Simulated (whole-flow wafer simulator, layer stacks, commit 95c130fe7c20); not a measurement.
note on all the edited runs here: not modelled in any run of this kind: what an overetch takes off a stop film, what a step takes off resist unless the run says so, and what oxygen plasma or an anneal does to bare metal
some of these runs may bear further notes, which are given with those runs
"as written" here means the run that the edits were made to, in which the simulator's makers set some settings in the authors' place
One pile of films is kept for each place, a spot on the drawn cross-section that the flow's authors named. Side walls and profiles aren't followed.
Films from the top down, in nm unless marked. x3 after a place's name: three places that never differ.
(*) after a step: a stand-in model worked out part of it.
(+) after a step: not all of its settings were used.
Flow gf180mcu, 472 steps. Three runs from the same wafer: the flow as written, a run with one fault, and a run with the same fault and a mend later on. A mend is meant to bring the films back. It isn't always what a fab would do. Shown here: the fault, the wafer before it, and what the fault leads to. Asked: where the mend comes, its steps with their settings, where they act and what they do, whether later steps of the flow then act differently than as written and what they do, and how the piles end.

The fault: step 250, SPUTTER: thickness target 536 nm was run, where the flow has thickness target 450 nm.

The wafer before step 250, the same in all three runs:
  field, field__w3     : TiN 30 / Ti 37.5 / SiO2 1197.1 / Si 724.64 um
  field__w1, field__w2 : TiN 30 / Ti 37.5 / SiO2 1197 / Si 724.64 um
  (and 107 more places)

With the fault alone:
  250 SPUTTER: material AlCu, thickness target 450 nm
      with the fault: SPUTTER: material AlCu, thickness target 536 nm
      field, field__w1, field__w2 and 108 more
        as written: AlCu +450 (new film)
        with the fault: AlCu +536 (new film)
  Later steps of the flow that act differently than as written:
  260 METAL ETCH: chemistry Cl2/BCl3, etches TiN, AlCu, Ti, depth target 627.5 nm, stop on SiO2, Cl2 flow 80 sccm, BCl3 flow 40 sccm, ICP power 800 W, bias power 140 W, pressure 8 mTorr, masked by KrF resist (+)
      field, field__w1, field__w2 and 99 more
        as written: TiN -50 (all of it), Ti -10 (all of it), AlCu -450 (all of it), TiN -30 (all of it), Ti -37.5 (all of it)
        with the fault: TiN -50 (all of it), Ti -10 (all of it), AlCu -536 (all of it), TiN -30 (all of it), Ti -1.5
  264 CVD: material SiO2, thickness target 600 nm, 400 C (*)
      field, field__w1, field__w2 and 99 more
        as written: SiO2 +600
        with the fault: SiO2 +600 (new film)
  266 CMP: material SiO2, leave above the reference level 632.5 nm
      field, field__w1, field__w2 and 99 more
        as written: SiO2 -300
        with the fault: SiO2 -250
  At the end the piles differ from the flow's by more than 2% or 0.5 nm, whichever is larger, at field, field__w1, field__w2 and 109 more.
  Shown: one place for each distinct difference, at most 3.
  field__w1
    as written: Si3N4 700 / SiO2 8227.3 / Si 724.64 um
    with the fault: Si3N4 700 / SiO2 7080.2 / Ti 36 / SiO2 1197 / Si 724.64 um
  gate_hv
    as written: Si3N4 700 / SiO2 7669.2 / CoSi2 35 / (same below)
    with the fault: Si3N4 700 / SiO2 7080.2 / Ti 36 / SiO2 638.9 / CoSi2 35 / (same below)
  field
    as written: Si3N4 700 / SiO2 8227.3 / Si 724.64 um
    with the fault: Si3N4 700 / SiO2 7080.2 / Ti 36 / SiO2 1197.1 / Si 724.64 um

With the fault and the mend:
  The mend comes after step 250.
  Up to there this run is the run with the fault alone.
  250a METAL ETCH: chemistry Cl2/BCl3, etches TiN, AlCu, Ti, depth target 86 nm, Cl2 flow 80 sccm, BCl3 flow 40 sccm, ICP power 800 W, bias power 140 W, pressure 8 mTorr
      field, field__w1, field__w2 and 108 more
        AlCu -86
  No later step of the flow acts differently than as written at any place that is followed.
  At the end the piles are the same as the flow's at every place that both follow.
